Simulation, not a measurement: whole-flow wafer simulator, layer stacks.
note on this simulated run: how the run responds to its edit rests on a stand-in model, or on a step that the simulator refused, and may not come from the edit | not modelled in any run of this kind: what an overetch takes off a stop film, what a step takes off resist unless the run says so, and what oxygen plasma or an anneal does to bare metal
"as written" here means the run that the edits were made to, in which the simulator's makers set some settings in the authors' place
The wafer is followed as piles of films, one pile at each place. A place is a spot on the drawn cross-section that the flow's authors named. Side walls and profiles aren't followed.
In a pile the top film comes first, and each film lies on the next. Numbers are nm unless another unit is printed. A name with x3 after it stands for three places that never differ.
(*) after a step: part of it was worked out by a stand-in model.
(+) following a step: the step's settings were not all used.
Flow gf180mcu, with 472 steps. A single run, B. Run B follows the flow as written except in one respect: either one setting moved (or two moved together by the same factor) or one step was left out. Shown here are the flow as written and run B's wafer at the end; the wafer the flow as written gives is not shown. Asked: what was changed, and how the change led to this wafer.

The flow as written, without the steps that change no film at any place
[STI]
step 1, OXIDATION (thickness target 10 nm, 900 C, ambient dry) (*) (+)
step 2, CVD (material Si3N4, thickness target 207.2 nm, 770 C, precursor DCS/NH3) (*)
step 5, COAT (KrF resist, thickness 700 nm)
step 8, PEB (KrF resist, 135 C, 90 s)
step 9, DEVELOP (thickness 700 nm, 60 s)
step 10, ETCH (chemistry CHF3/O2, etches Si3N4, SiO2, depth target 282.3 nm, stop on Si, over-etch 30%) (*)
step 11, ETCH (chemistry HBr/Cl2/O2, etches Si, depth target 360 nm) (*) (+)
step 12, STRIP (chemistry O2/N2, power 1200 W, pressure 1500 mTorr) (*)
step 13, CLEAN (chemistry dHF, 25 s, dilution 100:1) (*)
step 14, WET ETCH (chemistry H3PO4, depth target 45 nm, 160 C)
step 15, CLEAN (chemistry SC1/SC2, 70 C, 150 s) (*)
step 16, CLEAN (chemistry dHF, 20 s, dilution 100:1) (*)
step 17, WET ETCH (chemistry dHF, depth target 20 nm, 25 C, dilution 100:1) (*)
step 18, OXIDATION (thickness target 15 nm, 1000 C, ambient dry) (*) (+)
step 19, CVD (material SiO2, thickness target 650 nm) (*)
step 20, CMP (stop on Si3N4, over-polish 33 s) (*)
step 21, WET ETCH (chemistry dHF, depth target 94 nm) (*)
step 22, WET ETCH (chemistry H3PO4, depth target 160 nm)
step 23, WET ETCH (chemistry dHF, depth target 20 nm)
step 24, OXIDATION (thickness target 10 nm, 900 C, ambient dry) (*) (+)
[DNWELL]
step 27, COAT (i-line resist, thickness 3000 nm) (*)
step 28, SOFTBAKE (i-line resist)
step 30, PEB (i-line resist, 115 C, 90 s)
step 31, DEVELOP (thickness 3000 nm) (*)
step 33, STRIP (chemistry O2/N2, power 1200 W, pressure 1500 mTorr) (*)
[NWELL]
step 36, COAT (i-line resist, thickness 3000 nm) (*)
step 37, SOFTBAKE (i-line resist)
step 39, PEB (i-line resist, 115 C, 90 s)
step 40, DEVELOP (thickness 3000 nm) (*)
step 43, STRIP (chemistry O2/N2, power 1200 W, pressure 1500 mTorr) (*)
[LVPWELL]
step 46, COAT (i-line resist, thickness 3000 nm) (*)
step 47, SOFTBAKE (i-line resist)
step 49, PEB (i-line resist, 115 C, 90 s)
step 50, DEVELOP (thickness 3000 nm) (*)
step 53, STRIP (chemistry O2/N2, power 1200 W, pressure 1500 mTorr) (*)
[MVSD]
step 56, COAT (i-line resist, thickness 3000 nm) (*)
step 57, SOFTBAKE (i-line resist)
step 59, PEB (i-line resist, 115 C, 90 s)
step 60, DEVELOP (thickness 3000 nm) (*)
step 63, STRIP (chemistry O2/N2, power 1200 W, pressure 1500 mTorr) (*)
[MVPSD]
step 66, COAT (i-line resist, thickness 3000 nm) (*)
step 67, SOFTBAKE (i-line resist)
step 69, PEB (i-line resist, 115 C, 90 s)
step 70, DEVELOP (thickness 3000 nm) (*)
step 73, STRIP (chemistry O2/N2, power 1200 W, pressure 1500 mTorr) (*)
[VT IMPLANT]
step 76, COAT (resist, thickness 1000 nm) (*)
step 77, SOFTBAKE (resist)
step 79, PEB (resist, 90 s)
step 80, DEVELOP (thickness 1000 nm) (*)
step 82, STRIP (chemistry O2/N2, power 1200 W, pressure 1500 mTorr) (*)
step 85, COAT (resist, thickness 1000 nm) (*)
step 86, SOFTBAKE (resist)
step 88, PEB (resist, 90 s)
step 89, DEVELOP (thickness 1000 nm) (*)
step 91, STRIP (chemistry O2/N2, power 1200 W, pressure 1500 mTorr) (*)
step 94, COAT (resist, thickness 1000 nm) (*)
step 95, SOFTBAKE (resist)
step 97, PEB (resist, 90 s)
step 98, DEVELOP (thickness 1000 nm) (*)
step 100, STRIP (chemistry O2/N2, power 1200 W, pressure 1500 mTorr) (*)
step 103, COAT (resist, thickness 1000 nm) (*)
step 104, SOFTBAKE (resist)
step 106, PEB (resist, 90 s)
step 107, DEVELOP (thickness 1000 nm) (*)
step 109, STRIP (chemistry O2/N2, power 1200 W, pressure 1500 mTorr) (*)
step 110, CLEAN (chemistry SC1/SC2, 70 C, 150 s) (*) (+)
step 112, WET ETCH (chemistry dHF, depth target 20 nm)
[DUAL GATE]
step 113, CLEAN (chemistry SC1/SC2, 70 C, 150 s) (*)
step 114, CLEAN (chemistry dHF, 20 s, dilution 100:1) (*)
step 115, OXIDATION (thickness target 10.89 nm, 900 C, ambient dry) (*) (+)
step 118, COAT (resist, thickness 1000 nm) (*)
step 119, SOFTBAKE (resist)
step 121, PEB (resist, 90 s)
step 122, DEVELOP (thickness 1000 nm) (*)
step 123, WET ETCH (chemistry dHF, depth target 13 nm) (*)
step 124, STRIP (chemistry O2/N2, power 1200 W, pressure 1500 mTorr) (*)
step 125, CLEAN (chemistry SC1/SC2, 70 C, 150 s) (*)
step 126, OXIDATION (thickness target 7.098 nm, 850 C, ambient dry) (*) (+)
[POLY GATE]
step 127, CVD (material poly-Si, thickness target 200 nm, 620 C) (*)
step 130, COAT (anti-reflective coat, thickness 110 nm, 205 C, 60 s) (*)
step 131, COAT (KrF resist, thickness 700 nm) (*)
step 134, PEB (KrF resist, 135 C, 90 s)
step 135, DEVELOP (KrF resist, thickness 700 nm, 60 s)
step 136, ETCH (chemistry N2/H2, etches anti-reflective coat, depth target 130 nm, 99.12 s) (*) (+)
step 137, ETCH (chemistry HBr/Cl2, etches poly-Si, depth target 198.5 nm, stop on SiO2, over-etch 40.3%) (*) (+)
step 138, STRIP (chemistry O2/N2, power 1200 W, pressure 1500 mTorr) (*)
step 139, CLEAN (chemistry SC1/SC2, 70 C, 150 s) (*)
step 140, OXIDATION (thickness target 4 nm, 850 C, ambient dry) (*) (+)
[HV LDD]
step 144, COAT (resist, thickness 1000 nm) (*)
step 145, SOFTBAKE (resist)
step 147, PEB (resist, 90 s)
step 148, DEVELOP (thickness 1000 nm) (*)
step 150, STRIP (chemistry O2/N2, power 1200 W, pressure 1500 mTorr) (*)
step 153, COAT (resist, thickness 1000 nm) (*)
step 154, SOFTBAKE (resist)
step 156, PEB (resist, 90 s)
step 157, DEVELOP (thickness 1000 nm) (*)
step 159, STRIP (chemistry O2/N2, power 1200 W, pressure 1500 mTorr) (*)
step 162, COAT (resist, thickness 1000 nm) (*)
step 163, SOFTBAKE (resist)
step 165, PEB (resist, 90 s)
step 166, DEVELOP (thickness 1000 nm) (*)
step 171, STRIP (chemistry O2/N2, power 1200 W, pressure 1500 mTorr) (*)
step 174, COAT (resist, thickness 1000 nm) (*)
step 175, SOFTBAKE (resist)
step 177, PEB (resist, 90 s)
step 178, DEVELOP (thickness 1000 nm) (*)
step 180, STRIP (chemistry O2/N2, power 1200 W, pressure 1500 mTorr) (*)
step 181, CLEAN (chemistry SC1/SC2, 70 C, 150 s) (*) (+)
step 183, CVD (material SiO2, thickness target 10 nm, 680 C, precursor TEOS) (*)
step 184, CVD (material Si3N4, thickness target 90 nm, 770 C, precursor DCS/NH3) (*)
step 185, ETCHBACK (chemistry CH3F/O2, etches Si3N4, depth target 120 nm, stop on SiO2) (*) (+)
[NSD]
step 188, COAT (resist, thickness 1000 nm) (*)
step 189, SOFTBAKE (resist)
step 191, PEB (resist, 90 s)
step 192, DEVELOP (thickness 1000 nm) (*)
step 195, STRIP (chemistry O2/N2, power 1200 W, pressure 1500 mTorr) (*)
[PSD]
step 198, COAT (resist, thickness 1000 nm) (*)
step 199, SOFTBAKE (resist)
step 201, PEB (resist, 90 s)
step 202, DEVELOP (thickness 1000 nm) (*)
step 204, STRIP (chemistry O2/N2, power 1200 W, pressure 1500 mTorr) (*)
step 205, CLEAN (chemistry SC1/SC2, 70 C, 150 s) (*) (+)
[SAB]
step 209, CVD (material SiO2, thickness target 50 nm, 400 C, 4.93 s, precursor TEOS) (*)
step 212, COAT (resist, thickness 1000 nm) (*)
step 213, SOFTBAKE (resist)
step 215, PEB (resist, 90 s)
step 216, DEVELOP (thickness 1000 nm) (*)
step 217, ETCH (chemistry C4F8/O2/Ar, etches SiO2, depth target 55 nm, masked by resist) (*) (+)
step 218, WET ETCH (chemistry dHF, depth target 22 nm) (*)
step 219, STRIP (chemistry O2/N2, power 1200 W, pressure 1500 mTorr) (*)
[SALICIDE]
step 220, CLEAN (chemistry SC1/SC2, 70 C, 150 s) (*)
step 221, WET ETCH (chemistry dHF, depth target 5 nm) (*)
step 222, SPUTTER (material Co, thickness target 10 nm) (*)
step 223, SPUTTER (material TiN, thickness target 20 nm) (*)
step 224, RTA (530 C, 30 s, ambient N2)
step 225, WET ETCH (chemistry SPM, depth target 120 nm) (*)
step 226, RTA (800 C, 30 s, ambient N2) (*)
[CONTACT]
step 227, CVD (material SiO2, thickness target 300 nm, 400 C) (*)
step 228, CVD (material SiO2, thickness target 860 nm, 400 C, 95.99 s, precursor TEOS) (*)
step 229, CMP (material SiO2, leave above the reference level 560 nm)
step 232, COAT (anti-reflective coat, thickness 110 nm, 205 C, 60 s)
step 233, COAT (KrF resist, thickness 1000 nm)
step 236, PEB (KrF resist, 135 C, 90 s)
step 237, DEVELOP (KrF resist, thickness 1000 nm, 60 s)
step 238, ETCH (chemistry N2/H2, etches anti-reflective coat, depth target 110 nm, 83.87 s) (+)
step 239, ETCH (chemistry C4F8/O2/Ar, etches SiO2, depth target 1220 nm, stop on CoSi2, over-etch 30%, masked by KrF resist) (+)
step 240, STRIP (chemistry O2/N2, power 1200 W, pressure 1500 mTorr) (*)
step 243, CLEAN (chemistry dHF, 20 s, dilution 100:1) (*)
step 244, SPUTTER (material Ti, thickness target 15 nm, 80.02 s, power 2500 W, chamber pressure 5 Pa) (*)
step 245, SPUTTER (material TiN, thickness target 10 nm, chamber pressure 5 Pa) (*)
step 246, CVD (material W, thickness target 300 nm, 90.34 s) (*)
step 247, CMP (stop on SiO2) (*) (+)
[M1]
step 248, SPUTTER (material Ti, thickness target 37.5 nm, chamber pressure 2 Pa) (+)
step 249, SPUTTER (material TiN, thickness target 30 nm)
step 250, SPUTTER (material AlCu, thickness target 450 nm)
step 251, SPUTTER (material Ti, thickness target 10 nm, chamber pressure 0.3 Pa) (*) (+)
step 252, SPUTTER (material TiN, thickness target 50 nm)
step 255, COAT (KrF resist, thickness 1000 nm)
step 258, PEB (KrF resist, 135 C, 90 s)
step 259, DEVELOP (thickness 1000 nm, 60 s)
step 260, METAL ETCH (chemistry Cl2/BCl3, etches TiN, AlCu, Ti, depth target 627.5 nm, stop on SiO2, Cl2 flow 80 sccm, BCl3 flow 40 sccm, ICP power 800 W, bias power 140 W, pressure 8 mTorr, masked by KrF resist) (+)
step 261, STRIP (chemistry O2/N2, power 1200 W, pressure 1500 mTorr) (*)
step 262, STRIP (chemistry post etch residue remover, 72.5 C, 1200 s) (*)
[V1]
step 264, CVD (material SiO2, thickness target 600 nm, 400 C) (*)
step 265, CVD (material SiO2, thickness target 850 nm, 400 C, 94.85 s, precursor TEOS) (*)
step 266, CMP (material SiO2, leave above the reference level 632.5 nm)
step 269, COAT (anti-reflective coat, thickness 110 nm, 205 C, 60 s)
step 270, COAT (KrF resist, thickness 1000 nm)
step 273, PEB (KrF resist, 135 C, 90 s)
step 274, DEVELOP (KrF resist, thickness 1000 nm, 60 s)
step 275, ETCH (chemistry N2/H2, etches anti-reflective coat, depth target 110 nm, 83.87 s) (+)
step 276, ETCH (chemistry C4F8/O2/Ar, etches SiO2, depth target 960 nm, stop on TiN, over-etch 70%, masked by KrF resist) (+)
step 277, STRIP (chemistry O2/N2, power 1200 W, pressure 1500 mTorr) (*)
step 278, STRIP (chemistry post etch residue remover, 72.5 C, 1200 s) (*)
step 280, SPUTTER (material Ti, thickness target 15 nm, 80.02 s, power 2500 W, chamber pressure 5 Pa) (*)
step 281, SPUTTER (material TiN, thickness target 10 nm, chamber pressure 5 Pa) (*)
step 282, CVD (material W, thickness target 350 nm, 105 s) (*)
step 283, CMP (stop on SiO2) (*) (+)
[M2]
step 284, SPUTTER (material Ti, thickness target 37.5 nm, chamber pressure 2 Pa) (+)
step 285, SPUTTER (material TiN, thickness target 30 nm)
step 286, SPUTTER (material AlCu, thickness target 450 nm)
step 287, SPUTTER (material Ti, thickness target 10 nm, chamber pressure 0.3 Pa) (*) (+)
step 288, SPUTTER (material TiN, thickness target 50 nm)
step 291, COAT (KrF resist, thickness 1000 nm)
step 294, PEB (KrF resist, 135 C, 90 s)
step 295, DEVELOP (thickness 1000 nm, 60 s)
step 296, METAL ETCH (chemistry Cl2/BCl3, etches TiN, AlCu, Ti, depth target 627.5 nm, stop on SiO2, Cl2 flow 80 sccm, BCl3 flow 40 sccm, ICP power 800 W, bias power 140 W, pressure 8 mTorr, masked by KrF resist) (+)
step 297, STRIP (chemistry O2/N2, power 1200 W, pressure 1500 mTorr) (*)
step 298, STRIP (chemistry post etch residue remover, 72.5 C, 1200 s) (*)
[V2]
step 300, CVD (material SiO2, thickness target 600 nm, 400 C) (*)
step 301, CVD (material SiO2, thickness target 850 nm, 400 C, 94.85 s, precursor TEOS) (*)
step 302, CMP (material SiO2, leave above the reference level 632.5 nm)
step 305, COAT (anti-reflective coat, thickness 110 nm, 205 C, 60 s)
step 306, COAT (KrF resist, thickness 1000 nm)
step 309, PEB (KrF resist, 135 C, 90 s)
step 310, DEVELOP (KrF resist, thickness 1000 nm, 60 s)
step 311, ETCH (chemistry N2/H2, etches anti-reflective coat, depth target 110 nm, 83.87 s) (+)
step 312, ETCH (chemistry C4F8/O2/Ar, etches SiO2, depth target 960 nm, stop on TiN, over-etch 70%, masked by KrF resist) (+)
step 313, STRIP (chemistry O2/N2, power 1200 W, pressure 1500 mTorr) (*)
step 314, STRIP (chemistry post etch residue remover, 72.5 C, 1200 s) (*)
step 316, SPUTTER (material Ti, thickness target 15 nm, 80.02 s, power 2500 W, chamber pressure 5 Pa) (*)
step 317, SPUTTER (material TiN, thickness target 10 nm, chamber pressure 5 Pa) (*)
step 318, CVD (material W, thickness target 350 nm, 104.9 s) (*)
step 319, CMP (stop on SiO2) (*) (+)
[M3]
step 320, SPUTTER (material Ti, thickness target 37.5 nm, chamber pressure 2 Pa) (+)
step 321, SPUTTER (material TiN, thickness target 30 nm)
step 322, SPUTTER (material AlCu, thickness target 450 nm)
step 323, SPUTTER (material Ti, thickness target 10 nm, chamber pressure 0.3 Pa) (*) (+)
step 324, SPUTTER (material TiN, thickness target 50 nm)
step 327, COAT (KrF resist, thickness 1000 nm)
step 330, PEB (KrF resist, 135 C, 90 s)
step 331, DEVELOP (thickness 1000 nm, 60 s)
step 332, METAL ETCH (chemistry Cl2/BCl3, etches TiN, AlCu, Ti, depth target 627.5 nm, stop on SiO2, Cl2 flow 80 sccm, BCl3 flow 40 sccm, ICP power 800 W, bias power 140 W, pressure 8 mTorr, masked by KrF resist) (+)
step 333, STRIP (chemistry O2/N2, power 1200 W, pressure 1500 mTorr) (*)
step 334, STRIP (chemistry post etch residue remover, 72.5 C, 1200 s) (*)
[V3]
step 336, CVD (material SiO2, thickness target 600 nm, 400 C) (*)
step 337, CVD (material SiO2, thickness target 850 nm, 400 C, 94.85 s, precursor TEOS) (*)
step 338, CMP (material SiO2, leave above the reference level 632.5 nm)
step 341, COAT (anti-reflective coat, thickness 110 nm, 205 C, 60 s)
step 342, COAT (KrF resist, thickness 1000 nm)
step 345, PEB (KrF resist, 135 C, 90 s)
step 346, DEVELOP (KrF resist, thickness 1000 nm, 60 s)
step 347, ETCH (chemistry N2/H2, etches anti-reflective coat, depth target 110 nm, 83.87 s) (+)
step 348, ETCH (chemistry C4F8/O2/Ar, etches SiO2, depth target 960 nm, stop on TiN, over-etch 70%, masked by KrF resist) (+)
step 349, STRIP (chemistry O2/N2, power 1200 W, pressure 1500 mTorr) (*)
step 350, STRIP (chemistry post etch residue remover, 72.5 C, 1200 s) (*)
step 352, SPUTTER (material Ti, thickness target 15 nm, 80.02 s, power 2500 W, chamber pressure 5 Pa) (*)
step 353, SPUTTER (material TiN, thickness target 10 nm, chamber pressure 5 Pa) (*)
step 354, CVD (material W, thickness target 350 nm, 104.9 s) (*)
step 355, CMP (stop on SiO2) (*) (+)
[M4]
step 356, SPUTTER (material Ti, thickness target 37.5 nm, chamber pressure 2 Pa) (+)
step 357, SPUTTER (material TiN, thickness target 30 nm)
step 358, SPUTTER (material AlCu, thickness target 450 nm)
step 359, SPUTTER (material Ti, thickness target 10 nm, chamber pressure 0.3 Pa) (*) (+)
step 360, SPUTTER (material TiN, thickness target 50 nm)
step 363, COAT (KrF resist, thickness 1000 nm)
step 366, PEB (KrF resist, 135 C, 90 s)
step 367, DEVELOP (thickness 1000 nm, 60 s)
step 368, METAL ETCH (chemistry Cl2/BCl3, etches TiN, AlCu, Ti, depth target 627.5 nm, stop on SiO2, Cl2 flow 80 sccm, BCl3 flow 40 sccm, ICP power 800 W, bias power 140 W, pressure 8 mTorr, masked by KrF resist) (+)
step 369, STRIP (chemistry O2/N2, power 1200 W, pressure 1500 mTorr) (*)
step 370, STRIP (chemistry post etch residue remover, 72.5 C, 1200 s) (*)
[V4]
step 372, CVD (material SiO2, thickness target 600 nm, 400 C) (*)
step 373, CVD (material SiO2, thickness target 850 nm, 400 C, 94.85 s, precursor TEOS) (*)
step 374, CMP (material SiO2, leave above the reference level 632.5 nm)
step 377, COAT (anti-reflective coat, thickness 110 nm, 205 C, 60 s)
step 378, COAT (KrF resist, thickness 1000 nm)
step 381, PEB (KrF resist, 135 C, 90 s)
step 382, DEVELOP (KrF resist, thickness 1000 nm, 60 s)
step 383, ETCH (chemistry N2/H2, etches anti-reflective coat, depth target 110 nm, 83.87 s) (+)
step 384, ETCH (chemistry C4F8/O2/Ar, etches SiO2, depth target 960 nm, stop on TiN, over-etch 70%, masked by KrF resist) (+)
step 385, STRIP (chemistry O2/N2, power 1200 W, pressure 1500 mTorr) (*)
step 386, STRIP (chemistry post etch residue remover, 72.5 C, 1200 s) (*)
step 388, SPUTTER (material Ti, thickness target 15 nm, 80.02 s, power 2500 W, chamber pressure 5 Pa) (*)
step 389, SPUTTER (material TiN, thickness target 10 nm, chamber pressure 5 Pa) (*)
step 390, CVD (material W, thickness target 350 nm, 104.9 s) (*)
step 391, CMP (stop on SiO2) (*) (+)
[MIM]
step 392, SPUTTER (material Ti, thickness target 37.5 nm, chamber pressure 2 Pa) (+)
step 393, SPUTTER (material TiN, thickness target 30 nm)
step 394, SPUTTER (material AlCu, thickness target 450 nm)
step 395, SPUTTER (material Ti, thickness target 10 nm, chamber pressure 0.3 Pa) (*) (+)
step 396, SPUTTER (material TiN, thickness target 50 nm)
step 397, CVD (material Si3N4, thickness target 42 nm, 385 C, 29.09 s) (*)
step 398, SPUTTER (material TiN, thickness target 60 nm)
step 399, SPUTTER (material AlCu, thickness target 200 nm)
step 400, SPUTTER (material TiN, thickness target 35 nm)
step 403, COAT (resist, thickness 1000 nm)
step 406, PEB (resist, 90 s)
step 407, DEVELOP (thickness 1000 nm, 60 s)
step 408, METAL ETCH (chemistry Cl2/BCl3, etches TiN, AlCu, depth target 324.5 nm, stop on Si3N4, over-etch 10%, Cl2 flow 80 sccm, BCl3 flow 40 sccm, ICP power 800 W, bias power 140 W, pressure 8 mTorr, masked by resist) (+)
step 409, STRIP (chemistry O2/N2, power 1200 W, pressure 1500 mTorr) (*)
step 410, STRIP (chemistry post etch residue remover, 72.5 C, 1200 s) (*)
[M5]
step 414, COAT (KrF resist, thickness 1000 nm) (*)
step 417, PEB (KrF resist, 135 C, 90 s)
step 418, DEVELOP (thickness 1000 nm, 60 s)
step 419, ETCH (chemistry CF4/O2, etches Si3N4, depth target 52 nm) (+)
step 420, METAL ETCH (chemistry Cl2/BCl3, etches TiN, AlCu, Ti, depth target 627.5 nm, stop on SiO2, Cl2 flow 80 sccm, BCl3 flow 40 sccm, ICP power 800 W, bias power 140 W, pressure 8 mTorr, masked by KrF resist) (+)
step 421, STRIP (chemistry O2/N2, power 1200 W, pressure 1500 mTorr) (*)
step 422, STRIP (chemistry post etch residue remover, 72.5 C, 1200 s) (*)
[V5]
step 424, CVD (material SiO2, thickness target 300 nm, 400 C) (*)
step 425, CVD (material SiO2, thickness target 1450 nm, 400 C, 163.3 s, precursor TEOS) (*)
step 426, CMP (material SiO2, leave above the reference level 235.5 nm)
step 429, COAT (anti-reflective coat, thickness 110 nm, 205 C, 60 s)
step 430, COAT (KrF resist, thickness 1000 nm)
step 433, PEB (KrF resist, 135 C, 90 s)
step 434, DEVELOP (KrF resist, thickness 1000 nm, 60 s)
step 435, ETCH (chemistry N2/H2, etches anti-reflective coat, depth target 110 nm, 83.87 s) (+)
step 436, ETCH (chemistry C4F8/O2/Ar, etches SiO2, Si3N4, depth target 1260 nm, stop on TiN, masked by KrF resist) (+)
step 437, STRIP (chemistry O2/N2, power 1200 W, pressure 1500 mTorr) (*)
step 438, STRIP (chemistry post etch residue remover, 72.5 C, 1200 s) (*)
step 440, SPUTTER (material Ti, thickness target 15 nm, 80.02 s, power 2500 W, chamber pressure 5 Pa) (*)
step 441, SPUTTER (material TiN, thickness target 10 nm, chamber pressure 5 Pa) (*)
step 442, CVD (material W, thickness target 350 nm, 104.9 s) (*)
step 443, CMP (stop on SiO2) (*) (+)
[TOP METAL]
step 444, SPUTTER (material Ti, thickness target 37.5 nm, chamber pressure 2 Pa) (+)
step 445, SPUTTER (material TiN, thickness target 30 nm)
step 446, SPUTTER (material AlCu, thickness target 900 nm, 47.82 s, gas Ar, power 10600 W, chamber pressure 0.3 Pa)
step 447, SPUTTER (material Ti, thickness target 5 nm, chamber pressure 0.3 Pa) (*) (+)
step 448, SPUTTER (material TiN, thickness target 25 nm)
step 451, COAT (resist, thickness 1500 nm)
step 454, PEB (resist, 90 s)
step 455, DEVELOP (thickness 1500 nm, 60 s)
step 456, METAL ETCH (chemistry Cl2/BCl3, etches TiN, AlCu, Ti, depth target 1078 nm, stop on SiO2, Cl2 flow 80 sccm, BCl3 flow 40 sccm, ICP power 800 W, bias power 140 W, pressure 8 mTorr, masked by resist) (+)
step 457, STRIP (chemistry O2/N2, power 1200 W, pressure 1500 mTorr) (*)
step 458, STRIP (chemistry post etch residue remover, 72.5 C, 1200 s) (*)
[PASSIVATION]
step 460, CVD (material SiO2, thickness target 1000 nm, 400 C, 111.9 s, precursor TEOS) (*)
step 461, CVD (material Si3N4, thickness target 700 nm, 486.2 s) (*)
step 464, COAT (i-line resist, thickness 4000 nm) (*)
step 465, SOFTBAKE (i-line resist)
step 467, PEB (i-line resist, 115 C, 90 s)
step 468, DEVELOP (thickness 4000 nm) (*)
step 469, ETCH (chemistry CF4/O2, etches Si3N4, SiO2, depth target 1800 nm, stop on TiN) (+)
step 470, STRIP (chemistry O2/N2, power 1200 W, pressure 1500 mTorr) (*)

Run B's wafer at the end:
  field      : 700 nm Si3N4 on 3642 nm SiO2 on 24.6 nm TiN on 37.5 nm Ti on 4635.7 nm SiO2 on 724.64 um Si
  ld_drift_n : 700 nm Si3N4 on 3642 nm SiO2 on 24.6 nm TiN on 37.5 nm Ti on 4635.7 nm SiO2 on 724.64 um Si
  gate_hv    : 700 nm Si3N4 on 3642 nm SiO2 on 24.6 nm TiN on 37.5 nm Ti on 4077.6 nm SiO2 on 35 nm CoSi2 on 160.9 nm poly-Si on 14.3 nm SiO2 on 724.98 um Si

The reason: step 358, SPUTTER: thickness target 562.5 nm was run, whereas the flow has thickness target 450 nm.

How this came from the change, step by step:
  step 358, SPUTTER (material AlCu, thickness target 450 nm)
      field, field__w1, field__w2 and 108 more: +562.5 AlCu (new film) (it would be, as written: +450 AlCu (new film))
  step 368, METAL ETCH (chemistry Cl2/BCl3, etches TiN, AlCu, Ti, depth target 627.5 nm, stop on SiO2, Cl2 flow 80 sccm, BCl3 flow 40 sccm, ICP power 800 W, bias power 140 W, pressure 8 mTorr, masked by KrF resist) (+)
      field, field__w1, field__w2 and 103 more: -50 TiN (all of it), -10 Ti (all of it), -562.5 AlCu (all of it), -5 TiN (it would be, as written: -50 TiN (all of it), -10 Ti (all of it), -450 AlCu (all of it), -30 TiN (all of it), -37.5 Ti (all of it))
  step 372, CVD (material SiO2, thickness target 600 nm, 400 C) (*)
      field, field__w1, field__w2 and 103 more: +600 SiO2 (new film) (it would be, as written: +600 SiO2)
  step 374, CMP (material SiO2, leave above the reference level 632.5 nm)
      field, field__w1, field__w2 and 103 more: -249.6 SiO2 (it would be, as written: -300 SiO2)
With metal films that touch counted as one body, field has 1 body; the flow as written gives 0 bodies.
With metal films that touch counted as one body, ld_drift_n has 1 body; the flow as written gives 0 bodies.
With metal films that touch counted as one body, gate_hv has 2 bodies (between them, from the top down: SiO2 4077.6); the flow as written gives 1 body.
